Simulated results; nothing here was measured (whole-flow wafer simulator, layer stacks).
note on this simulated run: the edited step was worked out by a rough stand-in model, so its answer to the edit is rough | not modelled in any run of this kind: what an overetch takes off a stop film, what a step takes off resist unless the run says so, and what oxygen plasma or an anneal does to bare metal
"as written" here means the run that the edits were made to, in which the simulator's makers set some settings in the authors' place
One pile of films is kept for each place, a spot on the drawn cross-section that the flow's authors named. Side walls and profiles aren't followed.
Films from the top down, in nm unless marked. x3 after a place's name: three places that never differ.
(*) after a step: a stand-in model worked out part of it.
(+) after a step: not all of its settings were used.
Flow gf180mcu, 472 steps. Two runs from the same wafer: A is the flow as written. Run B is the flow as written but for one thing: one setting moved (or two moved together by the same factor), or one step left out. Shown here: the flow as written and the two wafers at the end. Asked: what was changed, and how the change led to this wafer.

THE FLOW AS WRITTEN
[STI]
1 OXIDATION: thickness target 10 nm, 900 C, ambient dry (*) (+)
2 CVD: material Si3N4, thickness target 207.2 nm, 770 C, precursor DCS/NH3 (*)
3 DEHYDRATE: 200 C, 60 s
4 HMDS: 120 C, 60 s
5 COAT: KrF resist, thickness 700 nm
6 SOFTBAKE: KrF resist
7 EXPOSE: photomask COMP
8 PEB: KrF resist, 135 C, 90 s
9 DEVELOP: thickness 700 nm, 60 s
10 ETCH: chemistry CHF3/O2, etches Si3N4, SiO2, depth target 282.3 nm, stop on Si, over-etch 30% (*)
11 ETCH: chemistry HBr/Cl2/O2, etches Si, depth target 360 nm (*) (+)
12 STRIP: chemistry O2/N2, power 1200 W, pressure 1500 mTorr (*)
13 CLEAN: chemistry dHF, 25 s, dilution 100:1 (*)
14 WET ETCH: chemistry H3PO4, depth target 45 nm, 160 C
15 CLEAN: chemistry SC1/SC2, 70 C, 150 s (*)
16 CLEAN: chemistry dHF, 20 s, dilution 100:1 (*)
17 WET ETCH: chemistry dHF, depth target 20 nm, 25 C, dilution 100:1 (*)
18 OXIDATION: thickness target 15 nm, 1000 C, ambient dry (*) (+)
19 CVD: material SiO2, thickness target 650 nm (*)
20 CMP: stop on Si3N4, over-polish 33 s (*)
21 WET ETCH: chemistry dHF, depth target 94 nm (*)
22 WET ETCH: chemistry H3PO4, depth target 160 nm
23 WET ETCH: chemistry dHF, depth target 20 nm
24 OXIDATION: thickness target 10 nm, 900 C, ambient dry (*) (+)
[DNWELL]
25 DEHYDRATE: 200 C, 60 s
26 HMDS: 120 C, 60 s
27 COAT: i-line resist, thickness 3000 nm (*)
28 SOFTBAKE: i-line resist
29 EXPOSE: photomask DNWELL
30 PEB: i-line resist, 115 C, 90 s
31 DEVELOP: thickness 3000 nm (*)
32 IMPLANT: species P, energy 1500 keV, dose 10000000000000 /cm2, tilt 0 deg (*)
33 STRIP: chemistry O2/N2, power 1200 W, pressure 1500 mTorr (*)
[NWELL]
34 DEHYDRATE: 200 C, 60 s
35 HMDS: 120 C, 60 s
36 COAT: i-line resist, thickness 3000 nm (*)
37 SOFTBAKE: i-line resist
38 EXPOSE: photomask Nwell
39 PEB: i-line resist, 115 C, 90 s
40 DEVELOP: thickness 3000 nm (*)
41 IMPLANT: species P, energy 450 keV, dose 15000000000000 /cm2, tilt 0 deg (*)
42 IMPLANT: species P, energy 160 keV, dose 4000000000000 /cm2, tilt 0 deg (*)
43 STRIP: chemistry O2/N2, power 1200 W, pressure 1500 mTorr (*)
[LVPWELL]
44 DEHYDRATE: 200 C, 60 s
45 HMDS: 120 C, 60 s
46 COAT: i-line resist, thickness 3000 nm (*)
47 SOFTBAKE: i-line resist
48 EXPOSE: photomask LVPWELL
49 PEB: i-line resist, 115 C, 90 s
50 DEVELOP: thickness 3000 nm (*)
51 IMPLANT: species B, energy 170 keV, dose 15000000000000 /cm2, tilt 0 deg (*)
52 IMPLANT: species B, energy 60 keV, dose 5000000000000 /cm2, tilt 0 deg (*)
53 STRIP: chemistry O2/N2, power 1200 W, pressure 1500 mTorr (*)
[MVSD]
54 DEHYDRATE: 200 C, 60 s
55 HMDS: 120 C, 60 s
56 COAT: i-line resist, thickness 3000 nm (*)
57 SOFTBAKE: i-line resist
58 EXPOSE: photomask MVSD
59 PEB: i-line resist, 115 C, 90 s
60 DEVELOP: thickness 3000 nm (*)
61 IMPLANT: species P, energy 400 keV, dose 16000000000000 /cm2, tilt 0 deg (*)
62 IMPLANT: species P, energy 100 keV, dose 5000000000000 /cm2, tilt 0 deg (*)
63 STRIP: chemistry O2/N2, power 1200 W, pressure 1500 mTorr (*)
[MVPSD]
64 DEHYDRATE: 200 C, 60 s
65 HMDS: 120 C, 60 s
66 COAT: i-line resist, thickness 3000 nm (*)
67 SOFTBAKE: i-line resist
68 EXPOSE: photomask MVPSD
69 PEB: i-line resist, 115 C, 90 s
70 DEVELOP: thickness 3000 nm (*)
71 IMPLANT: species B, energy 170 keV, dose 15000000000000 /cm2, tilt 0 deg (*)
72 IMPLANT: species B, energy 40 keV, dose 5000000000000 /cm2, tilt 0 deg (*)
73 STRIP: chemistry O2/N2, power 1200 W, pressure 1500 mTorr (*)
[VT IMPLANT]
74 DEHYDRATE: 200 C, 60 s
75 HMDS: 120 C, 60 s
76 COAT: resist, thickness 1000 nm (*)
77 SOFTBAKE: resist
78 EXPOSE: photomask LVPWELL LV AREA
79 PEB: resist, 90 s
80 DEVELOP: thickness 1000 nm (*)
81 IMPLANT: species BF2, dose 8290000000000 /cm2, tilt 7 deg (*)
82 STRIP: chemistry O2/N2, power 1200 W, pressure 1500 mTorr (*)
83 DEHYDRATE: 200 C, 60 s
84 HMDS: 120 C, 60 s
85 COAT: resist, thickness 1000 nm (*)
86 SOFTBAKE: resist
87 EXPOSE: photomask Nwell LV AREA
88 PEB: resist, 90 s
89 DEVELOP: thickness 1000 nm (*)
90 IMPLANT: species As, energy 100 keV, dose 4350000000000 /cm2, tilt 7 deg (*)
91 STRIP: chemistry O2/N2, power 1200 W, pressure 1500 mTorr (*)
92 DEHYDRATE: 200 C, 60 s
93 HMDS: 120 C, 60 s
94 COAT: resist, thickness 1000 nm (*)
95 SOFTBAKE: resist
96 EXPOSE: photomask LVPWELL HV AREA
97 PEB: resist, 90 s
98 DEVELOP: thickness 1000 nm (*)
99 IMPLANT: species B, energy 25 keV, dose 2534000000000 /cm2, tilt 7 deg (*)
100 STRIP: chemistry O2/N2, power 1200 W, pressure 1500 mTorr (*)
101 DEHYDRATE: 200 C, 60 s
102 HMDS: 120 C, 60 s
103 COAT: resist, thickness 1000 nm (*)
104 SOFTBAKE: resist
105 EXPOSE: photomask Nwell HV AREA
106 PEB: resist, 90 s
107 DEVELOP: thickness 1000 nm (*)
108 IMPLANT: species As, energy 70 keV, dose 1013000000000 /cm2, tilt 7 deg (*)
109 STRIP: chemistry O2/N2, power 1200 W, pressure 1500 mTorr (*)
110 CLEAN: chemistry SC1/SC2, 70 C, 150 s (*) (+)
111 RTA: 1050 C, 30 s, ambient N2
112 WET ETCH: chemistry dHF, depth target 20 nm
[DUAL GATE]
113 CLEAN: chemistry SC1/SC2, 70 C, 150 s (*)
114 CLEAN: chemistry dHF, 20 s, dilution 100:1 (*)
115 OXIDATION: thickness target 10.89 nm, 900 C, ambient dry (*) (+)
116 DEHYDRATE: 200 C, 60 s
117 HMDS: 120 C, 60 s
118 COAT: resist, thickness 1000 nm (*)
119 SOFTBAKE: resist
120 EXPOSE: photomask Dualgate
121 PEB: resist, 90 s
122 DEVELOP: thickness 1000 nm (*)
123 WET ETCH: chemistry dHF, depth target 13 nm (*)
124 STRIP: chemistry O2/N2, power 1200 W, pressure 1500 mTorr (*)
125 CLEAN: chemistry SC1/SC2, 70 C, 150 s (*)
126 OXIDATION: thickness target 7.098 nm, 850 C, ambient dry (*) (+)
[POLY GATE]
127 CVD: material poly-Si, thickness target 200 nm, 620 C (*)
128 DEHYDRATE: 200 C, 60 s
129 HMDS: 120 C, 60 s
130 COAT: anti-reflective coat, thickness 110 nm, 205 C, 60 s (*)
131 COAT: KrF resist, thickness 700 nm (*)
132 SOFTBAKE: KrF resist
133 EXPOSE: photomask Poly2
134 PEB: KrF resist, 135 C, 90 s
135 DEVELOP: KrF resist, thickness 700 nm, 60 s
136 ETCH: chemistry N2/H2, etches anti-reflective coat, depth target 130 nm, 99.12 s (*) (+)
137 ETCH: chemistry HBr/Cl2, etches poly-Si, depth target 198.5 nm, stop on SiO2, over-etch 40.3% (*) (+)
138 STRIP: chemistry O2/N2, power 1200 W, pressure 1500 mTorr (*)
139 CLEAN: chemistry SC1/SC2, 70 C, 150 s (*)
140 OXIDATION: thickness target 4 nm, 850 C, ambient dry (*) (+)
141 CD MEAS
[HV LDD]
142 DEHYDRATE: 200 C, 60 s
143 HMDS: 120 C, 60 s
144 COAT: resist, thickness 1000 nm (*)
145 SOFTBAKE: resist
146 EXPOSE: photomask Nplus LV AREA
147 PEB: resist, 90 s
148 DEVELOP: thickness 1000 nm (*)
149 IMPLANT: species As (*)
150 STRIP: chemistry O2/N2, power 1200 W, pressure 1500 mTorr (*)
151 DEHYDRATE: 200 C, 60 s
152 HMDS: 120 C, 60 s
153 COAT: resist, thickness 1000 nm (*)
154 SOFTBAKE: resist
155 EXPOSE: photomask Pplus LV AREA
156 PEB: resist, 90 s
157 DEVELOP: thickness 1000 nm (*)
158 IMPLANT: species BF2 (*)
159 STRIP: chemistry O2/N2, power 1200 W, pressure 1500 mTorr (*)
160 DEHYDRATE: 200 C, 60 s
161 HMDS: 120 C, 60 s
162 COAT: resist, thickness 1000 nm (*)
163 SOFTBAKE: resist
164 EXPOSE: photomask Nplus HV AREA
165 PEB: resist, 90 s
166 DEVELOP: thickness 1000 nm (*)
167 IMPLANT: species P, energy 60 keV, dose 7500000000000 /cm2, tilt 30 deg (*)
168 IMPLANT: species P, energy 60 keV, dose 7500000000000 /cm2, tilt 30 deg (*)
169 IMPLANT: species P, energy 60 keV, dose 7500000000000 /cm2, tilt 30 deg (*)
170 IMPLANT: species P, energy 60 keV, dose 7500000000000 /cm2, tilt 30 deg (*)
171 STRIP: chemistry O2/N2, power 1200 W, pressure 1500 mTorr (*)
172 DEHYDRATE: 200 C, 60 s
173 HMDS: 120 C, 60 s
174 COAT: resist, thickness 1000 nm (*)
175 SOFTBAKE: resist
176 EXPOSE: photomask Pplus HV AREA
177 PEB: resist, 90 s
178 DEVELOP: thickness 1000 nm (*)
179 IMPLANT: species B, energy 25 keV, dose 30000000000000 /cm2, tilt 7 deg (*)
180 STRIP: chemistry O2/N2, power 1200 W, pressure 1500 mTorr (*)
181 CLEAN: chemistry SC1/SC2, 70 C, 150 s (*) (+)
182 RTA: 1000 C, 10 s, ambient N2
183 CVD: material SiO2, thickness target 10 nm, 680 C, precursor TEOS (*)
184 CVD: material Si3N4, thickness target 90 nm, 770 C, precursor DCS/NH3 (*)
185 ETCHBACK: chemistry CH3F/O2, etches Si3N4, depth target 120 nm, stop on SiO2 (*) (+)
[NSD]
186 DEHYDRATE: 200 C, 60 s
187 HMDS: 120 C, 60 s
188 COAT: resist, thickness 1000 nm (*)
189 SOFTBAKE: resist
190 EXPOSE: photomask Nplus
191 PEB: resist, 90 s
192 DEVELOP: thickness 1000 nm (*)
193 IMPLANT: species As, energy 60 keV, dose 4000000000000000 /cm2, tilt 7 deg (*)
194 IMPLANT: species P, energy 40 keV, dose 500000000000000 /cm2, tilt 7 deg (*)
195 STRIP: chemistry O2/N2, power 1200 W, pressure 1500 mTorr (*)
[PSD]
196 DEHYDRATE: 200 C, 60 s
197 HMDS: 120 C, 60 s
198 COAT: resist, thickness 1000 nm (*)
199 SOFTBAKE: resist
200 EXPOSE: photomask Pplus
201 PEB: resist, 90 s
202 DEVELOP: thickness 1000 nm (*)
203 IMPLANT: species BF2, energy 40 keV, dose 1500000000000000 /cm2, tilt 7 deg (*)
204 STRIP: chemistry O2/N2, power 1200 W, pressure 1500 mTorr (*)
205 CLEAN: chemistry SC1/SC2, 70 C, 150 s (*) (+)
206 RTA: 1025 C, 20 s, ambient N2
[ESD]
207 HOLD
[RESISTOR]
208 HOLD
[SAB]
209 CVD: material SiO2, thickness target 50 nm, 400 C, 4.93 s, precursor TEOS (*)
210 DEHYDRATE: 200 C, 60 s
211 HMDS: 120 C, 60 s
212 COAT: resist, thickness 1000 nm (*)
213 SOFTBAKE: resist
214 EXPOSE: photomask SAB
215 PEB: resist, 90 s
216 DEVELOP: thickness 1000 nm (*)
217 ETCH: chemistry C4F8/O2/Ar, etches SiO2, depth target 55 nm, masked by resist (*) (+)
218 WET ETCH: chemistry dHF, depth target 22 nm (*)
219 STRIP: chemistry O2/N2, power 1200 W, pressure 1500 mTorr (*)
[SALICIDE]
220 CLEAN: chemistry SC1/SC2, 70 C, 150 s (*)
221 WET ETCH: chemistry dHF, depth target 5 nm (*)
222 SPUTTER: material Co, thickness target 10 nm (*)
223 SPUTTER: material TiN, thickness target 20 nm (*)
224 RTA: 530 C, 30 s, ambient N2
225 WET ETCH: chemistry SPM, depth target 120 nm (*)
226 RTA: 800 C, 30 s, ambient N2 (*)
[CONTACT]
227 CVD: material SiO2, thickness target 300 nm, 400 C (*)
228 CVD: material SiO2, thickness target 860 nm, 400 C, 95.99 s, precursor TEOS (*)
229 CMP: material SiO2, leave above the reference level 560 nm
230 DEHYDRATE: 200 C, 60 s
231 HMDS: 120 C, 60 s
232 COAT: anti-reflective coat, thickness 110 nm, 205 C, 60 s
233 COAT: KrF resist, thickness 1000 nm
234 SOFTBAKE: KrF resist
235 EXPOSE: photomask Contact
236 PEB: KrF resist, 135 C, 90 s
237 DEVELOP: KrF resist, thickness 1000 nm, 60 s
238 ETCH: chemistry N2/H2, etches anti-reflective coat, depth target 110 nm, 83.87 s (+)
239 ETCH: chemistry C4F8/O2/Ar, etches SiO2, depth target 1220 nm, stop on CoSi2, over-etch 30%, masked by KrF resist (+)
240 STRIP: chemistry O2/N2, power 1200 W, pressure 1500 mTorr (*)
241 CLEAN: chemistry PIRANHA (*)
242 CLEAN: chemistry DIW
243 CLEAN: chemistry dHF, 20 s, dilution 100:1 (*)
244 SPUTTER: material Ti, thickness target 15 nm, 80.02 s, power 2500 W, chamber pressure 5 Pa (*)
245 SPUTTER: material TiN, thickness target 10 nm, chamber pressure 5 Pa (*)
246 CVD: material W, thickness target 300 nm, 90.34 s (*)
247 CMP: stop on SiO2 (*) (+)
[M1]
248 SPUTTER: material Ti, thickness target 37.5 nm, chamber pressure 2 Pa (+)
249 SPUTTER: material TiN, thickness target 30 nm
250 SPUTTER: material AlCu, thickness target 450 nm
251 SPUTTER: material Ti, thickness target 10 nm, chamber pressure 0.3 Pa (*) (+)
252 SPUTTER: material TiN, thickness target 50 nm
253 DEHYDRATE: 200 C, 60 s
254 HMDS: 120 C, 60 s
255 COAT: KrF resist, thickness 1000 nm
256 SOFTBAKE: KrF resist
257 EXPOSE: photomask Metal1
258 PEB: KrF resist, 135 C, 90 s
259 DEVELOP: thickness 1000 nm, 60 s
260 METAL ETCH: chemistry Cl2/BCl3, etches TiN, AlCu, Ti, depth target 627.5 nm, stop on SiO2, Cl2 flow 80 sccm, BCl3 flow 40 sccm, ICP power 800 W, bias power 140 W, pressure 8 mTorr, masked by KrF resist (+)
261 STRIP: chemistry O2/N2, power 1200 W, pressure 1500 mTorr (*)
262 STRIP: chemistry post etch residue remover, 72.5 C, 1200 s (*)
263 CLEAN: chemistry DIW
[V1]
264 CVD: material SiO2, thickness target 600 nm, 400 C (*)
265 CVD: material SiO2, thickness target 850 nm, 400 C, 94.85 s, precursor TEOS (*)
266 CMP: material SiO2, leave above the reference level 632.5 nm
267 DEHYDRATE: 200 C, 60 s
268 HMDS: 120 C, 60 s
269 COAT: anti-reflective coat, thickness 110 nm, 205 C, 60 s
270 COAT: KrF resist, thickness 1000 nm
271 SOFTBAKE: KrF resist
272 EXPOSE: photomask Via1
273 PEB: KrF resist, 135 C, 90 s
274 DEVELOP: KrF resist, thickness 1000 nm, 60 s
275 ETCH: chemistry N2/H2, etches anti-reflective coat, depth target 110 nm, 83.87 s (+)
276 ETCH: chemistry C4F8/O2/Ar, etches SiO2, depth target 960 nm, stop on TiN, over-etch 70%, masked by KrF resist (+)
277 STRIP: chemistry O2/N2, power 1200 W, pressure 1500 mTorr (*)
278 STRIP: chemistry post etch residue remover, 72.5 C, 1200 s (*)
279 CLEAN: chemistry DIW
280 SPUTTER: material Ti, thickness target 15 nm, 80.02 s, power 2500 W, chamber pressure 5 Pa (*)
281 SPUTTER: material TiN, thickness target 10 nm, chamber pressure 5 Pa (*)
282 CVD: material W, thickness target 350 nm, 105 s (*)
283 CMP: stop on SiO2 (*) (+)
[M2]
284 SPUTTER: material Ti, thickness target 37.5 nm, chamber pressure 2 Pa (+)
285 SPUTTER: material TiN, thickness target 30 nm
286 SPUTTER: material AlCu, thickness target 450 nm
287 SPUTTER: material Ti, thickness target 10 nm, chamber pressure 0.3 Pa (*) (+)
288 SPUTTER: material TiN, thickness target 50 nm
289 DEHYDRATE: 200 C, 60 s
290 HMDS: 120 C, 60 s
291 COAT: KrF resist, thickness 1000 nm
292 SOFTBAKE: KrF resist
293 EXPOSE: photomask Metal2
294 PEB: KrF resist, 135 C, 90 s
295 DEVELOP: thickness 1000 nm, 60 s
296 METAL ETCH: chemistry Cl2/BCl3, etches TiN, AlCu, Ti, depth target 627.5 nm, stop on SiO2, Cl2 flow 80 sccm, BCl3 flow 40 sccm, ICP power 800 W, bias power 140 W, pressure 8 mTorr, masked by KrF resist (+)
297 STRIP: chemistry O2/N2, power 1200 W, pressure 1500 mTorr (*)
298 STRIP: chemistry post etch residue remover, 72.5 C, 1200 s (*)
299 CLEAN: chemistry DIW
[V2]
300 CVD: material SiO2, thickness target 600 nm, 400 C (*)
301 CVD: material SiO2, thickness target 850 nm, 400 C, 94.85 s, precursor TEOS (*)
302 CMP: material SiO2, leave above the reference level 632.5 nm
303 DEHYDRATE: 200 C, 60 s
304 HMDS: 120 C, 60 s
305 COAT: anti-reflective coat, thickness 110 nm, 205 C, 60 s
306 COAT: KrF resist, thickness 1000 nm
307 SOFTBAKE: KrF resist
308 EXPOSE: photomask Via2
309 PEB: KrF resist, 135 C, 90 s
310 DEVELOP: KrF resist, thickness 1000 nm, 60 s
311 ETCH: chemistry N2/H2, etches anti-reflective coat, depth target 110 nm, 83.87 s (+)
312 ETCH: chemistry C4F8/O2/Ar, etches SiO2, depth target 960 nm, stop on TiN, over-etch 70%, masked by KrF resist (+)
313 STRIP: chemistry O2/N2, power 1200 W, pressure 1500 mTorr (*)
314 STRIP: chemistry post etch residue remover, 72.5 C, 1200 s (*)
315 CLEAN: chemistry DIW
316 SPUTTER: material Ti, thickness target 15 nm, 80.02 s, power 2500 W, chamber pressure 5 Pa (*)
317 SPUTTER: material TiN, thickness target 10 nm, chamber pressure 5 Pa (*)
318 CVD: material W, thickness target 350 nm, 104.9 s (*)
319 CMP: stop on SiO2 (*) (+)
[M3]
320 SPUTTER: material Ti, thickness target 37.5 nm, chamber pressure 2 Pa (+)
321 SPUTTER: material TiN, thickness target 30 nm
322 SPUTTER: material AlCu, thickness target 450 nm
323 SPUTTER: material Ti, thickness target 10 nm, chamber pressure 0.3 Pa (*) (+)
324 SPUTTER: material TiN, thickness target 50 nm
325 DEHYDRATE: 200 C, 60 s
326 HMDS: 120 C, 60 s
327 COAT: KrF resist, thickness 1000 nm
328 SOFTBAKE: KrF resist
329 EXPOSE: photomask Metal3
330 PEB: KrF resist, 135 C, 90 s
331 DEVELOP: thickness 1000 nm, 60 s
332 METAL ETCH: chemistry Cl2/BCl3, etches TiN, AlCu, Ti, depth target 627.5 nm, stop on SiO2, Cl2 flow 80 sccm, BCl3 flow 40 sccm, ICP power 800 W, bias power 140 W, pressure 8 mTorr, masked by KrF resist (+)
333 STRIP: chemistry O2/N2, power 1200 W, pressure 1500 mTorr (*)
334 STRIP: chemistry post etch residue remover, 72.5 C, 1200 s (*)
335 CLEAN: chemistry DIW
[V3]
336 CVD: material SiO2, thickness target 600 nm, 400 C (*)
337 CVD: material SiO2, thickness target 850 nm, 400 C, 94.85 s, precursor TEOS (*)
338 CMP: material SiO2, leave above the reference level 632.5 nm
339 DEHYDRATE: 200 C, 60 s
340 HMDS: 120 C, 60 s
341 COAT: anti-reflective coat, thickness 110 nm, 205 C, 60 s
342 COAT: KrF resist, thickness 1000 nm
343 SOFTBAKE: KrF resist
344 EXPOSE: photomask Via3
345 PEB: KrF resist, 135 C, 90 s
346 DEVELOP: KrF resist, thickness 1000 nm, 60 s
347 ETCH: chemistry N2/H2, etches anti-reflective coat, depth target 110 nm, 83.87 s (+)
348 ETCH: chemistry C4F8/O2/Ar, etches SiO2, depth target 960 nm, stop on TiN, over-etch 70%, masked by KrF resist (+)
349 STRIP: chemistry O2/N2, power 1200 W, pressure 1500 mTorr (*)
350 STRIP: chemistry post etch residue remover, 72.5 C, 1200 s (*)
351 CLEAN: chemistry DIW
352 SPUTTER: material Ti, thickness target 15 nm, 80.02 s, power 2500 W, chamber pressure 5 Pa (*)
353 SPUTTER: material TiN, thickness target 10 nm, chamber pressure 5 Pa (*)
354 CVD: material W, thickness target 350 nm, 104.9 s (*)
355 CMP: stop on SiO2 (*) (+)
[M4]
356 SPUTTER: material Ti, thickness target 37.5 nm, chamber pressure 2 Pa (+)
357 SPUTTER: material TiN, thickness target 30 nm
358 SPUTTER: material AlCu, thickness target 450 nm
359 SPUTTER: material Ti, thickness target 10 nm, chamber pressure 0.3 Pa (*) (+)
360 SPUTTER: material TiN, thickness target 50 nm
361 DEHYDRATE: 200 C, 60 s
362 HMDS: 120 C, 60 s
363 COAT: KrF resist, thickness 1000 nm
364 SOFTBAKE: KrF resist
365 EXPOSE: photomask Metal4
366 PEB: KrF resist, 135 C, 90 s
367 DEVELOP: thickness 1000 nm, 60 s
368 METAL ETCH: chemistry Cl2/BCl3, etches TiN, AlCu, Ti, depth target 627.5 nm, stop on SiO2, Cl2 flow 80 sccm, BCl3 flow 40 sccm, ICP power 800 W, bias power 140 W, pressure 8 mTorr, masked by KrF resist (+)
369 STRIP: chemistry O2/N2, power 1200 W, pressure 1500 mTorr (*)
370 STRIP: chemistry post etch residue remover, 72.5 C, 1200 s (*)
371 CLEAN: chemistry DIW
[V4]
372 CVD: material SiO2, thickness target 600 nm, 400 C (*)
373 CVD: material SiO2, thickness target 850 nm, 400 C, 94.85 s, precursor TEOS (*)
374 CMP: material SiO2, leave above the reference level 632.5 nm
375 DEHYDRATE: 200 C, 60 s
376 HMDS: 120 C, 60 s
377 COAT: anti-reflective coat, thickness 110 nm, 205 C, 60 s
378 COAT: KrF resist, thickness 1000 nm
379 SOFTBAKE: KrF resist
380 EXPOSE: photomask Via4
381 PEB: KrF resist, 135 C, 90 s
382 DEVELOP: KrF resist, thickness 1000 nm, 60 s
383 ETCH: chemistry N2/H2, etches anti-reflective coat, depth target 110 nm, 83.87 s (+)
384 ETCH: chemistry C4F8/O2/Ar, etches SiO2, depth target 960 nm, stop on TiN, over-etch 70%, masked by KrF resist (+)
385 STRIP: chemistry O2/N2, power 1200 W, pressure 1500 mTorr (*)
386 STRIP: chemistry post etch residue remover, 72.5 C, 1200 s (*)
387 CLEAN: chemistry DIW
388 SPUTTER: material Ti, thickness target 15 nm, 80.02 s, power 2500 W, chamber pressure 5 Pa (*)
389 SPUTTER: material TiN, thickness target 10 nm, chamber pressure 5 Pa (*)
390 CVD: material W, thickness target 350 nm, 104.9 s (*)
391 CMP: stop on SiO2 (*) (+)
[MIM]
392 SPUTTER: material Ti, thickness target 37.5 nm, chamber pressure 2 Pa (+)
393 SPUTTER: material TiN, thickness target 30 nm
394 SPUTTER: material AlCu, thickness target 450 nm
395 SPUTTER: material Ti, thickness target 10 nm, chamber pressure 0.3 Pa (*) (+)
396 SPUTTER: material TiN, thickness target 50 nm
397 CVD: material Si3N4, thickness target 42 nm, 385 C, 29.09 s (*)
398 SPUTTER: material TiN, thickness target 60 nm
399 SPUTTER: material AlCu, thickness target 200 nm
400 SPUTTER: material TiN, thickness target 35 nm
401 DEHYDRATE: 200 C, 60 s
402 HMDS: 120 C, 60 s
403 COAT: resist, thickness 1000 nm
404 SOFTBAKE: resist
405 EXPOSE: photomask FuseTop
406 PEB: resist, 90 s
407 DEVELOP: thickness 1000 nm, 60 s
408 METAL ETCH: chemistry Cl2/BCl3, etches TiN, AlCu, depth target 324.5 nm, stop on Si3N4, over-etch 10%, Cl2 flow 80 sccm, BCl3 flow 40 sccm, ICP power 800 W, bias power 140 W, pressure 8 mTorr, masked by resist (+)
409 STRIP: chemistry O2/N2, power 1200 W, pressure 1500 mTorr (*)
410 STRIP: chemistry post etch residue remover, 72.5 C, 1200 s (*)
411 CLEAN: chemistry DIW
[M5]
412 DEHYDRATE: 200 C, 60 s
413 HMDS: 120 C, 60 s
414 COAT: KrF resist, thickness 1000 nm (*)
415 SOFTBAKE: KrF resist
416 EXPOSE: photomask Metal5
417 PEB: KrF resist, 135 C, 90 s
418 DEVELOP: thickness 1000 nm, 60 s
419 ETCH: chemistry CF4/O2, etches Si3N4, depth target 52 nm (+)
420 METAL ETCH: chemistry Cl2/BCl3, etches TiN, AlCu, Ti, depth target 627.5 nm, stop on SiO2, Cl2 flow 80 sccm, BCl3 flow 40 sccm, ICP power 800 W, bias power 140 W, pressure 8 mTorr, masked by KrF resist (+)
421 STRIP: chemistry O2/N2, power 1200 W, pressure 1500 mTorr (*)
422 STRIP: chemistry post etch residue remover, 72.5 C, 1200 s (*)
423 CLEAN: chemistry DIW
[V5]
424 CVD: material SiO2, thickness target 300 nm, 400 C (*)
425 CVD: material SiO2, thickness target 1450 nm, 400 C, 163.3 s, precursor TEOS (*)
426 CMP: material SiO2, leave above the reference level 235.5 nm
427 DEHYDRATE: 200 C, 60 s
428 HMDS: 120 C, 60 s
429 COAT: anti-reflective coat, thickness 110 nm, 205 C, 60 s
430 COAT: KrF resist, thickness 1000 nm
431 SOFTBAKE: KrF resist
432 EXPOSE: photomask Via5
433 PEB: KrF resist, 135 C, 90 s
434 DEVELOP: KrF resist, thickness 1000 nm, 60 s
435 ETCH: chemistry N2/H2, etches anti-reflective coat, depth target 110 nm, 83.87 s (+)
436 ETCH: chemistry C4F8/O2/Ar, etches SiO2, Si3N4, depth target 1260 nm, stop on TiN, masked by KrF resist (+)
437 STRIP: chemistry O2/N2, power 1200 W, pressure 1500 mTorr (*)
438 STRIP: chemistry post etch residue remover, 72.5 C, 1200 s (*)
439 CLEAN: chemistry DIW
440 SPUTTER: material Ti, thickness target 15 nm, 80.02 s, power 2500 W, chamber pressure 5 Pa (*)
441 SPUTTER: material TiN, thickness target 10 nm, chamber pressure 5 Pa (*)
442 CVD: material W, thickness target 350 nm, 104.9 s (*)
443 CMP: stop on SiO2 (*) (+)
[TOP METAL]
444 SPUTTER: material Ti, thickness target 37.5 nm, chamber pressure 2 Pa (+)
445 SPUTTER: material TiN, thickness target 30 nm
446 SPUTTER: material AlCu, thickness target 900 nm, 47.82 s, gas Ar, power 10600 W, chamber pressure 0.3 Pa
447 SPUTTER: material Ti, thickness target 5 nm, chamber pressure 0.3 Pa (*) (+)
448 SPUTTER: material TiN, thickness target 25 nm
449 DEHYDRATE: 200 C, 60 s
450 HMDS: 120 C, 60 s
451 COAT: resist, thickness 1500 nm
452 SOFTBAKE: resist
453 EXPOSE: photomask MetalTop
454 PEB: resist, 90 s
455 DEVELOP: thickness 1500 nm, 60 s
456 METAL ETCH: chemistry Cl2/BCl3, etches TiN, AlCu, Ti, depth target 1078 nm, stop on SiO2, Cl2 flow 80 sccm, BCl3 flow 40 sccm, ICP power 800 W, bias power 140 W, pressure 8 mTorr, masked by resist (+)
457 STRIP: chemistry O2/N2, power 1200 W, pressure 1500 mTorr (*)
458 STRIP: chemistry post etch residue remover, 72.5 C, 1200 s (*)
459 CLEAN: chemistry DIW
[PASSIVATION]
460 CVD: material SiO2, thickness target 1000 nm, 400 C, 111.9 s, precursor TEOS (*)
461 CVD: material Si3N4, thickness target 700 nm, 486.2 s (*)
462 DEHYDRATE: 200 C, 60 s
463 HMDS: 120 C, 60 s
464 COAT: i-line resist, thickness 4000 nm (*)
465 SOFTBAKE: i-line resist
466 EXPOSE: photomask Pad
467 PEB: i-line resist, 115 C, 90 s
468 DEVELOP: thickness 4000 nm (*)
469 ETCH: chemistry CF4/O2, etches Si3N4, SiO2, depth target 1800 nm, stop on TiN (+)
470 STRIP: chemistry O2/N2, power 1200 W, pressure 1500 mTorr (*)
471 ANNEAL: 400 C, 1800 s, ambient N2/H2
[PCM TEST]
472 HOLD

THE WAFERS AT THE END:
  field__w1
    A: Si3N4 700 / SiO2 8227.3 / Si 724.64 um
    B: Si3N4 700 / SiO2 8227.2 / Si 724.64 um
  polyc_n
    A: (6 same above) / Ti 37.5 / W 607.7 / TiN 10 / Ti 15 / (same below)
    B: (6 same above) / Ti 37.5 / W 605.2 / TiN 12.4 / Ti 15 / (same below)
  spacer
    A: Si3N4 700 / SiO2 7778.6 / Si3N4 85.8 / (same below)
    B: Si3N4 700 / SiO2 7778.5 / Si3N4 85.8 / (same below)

The cause: step 245, SPUTTER: thickness target 12.4 nm was run, where the flow has thickness target 10 nm.
It can be read off the wafer: polyc_n has TiN 12.4, and step 245 as written asks for 10 nm.

How the change led to this, step by step:
  245 SPUTTER: material TiN, thickness target 10 nm, chamber pressure 5 Pa (*)
      field, field__w1, field__w2 and 107 more: A TiN +10 (new film) | B TiN +12.4 (new film)
      contact: A TiN +5.48 (new film) | B TiN +6.79 (new film)
  247 CMP: stop on SiO2 (*) (+)
      field, field__w1, field__w2 and 105 more: A W -300 (all of it), TiN -10 (all of it), Ti -15 (all of it), SiO2 -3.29 | B W -300 (all of it), TiN -12.4 (all of it), Ti -15 (all of it), SiO2 -3.32
